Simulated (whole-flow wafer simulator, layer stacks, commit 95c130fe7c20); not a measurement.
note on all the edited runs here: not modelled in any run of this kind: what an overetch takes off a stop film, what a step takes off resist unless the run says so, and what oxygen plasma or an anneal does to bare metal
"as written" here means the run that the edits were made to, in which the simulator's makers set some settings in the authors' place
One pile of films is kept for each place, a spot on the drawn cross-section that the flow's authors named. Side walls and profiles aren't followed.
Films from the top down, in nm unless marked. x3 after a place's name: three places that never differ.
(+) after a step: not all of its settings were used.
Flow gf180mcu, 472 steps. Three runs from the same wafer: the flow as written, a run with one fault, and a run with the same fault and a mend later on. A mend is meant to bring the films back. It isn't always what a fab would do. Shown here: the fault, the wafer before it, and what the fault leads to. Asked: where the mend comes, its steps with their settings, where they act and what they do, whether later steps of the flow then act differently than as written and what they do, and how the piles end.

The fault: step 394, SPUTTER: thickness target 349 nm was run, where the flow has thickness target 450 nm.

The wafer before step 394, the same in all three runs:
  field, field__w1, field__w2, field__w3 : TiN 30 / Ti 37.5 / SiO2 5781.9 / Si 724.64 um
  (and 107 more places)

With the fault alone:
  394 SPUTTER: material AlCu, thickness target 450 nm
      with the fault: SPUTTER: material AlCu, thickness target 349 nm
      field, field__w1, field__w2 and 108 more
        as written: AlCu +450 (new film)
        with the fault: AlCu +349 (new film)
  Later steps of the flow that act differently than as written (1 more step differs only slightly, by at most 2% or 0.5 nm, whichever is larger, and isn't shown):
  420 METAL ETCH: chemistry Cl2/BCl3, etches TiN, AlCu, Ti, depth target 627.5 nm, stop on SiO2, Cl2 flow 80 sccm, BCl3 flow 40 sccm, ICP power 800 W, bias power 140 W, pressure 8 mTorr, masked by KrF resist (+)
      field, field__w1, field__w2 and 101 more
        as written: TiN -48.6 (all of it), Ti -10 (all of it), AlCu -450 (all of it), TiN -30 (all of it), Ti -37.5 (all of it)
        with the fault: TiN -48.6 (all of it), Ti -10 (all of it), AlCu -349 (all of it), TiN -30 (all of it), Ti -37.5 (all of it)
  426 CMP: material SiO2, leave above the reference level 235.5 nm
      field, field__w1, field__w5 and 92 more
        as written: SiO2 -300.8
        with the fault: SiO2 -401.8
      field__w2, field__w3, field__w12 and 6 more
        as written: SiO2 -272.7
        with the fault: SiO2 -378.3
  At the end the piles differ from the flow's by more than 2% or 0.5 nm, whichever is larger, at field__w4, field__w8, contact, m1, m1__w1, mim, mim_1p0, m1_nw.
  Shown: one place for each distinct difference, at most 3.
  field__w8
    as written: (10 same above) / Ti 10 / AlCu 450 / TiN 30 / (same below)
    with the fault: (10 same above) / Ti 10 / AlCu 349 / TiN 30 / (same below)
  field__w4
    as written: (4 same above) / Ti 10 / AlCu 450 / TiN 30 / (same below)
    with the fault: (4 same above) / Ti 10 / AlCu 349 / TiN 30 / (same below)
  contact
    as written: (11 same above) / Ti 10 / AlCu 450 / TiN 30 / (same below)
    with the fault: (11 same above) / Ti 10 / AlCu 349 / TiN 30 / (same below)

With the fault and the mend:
  The mend comes after step 394.
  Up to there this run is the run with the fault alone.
  394a SPUTTER: material AlCu, thickness target 101 nm (the flow's step 394 once more, with other settings)
      field, field__w1, field__w2 and 108 more
        AlCu +101
  No later step of the flow acts differently than as written at any place that is followed.
  At the end the piles are the same as the flow's at every place that both follow.
